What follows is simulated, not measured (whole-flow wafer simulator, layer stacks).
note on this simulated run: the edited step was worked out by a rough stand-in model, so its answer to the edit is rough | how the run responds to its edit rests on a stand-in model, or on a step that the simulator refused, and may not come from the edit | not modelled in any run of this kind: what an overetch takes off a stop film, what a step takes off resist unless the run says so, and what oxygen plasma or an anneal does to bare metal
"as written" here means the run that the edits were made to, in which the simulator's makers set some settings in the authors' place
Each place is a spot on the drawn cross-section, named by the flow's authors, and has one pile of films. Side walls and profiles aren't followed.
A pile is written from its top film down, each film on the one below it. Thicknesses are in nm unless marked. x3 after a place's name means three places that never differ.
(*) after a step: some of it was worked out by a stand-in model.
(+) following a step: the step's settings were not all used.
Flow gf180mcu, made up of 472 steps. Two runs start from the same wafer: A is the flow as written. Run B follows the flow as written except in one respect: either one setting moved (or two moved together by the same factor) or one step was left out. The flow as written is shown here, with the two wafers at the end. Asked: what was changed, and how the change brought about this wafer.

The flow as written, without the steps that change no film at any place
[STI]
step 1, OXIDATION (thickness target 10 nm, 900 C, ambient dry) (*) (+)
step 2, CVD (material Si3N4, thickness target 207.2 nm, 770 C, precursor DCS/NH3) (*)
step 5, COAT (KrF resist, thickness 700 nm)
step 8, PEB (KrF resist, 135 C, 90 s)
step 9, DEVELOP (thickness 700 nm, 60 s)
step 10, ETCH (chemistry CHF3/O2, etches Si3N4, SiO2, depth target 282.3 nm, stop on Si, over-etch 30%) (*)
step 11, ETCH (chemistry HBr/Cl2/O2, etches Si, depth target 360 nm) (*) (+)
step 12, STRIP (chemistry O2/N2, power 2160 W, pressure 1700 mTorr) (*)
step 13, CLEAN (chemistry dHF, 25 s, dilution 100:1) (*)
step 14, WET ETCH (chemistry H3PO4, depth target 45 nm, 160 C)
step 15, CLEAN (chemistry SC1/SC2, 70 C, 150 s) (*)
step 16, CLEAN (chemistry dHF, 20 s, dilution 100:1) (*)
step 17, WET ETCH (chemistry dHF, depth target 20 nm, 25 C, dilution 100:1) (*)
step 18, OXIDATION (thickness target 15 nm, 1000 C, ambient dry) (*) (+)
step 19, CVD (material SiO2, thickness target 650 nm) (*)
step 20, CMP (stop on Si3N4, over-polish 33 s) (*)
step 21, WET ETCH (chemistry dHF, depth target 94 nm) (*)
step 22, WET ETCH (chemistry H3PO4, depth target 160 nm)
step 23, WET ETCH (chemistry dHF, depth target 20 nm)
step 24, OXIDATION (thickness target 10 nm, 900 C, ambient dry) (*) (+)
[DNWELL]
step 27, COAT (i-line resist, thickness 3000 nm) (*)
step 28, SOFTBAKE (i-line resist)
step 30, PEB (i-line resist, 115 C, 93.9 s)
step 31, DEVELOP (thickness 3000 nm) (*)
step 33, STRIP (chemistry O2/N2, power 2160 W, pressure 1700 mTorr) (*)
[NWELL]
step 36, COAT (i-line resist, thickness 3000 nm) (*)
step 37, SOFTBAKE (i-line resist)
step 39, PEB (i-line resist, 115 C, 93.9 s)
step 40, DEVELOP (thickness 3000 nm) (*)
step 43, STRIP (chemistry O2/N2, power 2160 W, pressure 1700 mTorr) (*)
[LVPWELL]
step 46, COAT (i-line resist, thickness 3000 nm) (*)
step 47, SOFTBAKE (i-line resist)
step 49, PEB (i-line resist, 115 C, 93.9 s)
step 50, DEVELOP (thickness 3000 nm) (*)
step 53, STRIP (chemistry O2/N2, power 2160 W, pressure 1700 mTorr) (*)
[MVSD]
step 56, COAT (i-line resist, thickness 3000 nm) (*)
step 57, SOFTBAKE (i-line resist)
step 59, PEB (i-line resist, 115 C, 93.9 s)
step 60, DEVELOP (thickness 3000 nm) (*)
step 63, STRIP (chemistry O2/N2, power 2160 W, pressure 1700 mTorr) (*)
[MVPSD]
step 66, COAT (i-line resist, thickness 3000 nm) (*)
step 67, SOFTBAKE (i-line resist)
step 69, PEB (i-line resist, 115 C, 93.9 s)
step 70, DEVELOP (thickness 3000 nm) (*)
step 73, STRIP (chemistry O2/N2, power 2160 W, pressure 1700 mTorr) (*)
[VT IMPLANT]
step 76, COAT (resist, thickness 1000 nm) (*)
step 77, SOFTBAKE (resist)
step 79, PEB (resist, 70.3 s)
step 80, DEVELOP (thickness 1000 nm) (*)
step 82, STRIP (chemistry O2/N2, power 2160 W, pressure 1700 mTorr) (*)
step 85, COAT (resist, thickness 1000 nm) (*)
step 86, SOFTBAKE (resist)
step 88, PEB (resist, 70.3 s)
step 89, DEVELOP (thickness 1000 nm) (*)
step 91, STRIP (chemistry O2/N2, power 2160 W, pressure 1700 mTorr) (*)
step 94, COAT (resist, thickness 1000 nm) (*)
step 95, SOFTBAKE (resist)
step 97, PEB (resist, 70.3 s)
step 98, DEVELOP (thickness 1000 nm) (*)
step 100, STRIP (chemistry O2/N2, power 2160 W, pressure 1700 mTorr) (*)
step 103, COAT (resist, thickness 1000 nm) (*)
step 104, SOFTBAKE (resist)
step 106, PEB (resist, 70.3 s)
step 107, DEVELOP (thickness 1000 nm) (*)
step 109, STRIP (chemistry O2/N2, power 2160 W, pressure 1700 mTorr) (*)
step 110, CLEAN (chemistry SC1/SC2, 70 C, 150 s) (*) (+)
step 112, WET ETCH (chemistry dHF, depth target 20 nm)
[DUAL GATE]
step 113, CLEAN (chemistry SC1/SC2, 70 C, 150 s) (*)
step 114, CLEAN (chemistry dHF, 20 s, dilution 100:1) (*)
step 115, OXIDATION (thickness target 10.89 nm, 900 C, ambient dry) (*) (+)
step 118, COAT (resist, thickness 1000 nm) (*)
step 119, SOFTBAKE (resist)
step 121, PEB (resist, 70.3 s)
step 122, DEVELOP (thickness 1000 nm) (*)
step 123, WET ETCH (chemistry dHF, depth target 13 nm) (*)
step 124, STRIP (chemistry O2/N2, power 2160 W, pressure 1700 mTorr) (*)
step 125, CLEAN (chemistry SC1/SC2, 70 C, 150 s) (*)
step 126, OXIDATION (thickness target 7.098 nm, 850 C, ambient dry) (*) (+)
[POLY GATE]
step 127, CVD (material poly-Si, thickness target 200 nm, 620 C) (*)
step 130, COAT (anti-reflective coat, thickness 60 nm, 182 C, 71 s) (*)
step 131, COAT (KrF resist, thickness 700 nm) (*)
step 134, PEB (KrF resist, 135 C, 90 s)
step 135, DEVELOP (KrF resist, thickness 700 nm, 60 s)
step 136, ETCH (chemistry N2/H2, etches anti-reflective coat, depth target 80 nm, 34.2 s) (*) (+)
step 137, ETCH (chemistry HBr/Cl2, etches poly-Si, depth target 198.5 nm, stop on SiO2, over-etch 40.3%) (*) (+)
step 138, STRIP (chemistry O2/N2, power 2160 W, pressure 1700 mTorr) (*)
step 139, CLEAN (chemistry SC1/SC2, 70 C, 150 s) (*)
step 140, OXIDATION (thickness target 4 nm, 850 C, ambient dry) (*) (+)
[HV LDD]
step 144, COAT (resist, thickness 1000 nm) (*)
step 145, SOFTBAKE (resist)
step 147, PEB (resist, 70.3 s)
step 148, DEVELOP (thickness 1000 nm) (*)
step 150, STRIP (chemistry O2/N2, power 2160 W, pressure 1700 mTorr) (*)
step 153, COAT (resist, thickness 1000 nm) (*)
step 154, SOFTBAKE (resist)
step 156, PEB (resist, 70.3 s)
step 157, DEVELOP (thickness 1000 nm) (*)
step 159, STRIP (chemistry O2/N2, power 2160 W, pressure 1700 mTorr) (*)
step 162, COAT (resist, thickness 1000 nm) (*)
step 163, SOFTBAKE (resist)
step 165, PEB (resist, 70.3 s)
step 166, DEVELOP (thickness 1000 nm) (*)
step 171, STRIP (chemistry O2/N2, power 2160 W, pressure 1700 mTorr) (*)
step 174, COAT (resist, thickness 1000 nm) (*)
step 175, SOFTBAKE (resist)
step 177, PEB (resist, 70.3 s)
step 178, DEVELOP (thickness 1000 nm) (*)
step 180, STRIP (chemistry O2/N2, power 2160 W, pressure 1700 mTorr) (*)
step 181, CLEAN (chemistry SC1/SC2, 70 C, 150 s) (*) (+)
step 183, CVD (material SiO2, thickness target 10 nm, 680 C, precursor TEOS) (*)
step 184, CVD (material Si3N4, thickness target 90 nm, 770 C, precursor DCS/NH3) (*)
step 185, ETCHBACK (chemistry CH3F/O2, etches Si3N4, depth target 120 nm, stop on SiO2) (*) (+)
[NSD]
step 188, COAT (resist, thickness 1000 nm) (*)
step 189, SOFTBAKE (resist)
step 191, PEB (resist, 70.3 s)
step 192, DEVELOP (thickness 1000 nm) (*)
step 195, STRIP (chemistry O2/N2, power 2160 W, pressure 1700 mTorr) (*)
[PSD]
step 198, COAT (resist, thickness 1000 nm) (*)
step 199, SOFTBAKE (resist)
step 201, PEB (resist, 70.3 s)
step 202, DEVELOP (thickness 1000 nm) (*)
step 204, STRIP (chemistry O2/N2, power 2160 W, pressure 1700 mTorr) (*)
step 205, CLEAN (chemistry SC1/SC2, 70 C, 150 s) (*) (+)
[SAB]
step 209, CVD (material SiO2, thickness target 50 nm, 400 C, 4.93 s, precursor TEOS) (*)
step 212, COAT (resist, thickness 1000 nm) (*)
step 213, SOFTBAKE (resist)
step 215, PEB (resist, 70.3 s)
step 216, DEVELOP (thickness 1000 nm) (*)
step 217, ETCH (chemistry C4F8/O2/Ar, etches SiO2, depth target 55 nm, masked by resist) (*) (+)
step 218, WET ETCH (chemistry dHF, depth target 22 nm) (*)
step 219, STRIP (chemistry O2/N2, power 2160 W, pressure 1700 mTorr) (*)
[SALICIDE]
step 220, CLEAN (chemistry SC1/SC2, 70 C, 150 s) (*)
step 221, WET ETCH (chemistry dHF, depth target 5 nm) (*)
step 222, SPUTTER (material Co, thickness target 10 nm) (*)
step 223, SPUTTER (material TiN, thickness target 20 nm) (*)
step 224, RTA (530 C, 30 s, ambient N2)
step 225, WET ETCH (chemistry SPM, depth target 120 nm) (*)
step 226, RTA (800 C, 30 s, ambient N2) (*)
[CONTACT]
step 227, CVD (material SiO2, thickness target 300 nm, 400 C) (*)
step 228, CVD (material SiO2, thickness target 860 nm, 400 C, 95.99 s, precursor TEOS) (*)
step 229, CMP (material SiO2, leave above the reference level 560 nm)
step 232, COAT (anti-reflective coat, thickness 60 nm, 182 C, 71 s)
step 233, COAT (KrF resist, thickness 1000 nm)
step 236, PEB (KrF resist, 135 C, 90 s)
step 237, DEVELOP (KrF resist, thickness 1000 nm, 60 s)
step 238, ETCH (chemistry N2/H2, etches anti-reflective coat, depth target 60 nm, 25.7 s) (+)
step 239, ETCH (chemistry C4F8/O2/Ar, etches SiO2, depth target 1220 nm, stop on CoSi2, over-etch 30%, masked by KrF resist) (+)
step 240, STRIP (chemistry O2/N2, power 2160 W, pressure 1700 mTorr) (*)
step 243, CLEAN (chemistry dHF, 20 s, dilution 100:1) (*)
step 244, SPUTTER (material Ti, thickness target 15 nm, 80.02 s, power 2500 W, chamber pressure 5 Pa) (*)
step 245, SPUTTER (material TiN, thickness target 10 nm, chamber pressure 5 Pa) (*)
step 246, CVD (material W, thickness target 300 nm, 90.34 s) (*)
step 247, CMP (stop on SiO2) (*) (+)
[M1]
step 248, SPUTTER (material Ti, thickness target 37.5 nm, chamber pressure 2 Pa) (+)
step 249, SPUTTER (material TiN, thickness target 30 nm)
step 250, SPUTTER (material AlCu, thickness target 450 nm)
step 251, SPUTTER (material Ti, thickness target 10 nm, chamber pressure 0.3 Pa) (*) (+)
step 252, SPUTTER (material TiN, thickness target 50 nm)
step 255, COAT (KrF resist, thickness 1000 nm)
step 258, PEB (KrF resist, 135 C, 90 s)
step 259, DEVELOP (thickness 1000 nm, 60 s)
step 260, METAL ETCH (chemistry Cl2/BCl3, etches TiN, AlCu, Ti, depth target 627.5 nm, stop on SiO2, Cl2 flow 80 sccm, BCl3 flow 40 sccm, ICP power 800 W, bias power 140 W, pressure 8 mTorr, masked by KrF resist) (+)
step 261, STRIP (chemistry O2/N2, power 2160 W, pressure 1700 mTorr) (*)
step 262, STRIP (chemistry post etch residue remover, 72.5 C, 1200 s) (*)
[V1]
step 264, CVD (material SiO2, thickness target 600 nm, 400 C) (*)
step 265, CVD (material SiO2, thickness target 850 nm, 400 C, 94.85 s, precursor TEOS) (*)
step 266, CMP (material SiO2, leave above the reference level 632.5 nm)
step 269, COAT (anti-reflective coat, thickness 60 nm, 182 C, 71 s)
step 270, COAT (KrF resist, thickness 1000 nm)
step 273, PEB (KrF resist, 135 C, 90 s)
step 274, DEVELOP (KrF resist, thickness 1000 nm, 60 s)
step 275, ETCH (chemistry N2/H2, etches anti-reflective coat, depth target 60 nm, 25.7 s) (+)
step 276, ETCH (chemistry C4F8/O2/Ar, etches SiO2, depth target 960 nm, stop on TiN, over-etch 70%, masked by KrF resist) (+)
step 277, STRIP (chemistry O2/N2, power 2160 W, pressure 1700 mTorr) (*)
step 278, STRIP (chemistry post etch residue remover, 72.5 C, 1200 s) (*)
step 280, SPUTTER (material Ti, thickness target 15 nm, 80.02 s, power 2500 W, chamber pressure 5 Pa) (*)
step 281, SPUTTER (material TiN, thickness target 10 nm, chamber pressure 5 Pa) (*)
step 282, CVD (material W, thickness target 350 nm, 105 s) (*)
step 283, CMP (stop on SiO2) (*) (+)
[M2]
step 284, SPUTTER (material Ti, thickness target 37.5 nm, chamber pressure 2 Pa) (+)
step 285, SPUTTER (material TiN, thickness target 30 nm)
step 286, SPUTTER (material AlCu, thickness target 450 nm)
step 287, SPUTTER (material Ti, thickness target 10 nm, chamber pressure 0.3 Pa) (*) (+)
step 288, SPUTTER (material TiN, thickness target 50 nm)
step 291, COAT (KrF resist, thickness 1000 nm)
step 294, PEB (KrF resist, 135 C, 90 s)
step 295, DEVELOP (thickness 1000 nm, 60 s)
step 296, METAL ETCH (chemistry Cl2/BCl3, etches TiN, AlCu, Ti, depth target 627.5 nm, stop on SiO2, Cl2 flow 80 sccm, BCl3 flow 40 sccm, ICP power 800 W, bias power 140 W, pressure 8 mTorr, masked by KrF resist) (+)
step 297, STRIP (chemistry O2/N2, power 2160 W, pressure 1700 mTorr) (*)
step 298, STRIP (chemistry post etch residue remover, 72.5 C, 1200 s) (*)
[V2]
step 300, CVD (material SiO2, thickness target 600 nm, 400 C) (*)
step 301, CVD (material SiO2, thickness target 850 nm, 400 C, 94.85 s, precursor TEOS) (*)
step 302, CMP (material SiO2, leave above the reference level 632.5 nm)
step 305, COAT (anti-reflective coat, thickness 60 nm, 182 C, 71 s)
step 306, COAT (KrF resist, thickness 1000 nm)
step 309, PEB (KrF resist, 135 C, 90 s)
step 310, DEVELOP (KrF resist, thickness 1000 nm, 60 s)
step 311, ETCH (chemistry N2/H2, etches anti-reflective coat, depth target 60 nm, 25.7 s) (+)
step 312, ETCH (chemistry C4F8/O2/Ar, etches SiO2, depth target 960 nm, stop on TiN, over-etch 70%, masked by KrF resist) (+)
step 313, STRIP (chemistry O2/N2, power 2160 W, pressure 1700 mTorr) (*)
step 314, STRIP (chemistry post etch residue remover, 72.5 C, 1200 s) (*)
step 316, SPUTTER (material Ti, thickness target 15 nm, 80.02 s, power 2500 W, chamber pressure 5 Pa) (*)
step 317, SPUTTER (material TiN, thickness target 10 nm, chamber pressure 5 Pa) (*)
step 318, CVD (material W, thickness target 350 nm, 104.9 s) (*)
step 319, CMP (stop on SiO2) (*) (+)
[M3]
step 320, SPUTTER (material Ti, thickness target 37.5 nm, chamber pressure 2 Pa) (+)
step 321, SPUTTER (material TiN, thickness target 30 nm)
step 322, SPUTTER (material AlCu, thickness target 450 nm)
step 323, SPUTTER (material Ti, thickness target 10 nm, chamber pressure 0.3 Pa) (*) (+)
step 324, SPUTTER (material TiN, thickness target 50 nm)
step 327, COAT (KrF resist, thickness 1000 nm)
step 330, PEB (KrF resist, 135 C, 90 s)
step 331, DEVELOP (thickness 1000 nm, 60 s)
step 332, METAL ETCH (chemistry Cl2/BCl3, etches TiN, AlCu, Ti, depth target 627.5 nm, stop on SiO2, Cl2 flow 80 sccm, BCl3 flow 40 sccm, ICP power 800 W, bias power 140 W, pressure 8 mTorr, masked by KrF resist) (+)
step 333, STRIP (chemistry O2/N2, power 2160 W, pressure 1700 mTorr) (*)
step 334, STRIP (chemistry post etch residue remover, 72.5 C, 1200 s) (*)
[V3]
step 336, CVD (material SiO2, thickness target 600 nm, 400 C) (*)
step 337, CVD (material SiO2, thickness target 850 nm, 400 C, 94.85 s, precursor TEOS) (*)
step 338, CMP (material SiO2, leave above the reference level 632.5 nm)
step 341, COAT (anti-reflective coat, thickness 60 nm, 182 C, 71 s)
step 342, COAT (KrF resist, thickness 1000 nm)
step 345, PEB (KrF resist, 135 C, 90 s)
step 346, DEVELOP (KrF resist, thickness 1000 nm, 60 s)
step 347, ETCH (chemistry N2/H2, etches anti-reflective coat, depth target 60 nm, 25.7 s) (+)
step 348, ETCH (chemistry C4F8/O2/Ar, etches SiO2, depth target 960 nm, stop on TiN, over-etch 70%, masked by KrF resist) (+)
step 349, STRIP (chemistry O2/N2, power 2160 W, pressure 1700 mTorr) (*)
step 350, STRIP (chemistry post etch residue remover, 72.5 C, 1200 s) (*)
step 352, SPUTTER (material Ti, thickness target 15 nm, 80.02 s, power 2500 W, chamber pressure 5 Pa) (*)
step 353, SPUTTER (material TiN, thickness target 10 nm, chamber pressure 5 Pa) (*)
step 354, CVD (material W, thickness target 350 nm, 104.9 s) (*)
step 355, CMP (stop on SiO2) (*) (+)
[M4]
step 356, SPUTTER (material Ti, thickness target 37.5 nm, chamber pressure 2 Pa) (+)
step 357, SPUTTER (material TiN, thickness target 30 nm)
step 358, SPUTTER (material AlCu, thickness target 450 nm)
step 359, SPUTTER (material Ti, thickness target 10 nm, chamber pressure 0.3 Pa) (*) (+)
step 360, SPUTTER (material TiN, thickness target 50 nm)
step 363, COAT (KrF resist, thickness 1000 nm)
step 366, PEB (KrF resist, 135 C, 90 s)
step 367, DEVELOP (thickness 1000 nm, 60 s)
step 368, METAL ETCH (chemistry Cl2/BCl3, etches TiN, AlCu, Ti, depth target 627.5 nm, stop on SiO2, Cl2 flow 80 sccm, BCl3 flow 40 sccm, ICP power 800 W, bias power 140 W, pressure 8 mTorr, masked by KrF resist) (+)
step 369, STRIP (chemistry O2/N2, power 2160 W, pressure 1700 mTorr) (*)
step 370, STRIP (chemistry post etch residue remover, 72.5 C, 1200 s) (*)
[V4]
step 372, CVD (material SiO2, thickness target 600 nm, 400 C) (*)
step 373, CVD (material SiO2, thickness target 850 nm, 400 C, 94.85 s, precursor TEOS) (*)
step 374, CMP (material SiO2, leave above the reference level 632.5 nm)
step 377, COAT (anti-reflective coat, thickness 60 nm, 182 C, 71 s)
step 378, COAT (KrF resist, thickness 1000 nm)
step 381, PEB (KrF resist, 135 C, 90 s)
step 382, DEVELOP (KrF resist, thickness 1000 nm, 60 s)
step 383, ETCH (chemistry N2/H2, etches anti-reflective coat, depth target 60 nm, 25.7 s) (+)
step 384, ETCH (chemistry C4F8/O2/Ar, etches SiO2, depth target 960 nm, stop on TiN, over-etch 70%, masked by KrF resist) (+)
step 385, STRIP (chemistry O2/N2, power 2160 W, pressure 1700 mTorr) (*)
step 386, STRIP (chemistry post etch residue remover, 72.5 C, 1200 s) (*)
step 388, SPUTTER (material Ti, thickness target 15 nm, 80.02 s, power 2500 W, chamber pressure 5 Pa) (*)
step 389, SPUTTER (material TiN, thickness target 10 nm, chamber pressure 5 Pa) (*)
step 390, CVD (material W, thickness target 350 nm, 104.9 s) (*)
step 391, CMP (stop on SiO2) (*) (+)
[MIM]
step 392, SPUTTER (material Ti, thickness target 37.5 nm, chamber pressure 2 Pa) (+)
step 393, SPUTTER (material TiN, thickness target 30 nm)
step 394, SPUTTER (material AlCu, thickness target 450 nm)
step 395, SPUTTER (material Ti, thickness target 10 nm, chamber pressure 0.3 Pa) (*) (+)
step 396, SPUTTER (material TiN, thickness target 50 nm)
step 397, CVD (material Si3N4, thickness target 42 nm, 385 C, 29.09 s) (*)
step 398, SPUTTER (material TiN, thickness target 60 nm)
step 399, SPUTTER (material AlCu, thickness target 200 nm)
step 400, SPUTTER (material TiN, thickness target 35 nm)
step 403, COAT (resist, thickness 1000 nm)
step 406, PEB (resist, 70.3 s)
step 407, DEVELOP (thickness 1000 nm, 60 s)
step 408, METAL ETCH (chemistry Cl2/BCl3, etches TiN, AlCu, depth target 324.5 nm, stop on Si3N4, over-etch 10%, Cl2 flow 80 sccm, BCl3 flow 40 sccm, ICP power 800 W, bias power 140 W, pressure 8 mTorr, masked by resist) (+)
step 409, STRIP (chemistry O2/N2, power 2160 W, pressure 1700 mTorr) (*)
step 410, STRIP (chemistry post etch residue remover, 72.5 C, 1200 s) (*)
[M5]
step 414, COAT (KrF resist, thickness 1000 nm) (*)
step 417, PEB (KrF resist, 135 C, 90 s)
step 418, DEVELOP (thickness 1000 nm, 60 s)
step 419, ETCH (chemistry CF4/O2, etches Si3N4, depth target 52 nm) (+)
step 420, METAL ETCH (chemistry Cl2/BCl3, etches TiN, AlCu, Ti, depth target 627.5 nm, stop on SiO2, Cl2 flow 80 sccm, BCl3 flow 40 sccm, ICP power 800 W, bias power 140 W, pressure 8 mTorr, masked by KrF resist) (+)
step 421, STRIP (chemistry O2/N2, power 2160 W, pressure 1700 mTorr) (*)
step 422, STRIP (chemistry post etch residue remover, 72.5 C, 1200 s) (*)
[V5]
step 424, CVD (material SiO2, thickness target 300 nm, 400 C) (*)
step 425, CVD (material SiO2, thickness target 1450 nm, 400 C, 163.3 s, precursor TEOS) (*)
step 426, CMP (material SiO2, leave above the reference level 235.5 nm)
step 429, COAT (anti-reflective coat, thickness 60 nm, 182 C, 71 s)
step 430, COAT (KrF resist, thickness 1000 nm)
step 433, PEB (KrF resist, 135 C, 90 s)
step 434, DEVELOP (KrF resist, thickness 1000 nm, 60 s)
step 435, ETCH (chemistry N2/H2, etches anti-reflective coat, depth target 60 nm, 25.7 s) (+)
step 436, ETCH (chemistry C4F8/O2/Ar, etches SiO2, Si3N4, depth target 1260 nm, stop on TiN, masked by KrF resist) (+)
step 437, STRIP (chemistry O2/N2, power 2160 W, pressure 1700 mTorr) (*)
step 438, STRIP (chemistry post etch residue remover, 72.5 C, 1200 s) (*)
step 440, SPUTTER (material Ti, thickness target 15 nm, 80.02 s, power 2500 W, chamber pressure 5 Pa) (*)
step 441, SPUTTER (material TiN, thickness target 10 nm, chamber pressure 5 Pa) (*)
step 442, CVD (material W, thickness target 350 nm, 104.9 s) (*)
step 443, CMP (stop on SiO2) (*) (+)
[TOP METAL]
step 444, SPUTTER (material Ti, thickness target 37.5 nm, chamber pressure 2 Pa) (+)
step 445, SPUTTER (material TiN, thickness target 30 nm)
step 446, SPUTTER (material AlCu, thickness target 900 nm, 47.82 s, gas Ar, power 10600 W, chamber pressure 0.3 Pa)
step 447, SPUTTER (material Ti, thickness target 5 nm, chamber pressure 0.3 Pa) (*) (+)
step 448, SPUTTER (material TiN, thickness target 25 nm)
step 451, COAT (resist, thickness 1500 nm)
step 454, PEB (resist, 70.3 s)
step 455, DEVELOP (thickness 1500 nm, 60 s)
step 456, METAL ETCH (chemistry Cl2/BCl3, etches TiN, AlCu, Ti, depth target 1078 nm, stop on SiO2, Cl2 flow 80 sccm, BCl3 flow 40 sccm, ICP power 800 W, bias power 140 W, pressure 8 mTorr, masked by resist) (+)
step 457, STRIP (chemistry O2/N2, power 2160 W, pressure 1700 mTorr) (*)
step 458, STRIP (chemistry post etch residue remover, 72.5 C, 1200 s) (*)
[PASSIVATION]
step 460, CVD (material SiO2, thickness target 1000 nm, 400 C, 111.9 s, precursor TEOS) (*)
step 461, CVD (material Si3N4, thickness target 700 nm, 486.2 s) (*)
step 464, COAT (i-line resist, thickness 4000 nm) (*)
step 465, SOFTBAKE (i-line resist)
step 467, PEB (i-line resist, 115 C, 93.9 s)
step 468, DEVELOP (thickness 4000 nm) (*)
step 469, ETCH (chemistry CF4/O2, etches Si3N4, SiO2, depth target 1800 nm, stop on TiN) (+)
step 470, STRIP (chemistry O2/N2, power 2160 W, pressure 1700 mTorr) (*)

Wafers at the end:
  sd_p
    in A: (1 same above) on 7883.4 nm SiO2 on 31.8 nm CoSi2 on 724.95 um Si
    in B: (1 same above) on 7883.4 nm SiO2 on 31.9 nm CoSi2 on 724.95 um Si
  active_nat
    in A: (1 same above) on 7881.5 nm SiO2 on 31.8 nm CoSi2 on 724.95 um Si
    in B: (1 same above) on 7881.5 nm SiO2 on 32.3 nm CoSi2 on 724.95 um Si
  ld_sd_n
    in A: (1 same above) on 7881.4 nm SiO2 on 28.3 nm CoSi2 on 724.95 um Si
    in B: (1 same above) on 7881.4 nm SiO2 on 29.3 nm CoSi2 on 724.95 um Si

What caused this: step 185, ETCHBACK: depth target 147 nm was run, though the flow has depth target 120 nm.

How this came from the change, step by step:
  step 185, ETCHBACK (chemistry CH3F/O2, etches Si3N4, depth target 120 nm, stop on SiO2) (*) (+)
      field, field__w1, field__w2 and 100 more: A -90 Si3N4 (all of it), -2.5 SiO2 | B -90 Si3N4 (all of it), -4.75 SiO2
  step 189, SOFTBAKE (resist)
      field: A +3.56 resist | B -0.36 resist
      nw_enc_fld: A +2.84 resist | B +1.02 resist
      (and at 1 other place as well)
  step 199, SOFTBAKE (resist)
      field: A +3.56 resist | B -0.36 resist
      nw_enc_fld: A +4.22 resist | B +2.02 resist
      (and at 1 other place as well)
  step 218, WET ETCH (chemistry dHF, depth target 22 nm) (*)
      gate, gate_hv, gate_p and 23 more: A -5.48 SiO2 (all of it) | B -3.23 SiO2 (all of it)
      active, p_well, sd_n, iso_ptap_pw, iso_ntap_nw, iso_ptap_sub, vpnp_e: A -9.01 SiO2 (all of it) | B -6.76 SiO2 (all of it)
      (and at 16 other places as well)
  step 223, SPUTTER (material TiN, thickness target 20 nm) (*)
      field__w2: A +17 TiN (new film) | B +17.8 TiN (new film)
      field__w3: A +15.7 TiN (new film) | B +16.6 TiN (new film)
      (and at 2 other places as well)
  step 224, RTA (530 C, 30 s, ambient N2)
      ld_drn_p: A under 1 film: +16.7 CoSi (new film), -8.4 Co (all of it), -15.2 Si | B under 1 film: +17.4 CoSi (new film), -8.76 Co (all of it), -15.9 Si
  step 225, WET ETCH (chemistry SPM, depth target 120 nm) (*)
      field__w2: A -17 TiN (all of it), -8.65 Co (all of it) | B -17.8 TiN (all of it), -9.01 Co (all of it)
      field__w3: A -15.7 TiN (all of it), -8.06 Co (all of it) | B -16.6 TiN (all of it), -8.46 Co (all of it)
      (and at 2 other places as well)
  step 226, RTA (800 C, 30 s, ambient N2) (*)
      ld_sd_n: A +28.3 CoSi2 (new film), -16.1 CoSi (all of it), -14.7 Si | B +29.3 CoSi2 (new film), -16.6 CoSi (all of it), -15.2 Si
      ld_drn_n: A +31.5 CoSi2 (new film), -17.9 CoSi (all of it), -16.4 Si | B +32.2 CoSi2 (new film), -18.3 CoSi (all of it), -16.7 Si
      (and at 1 other place as well)
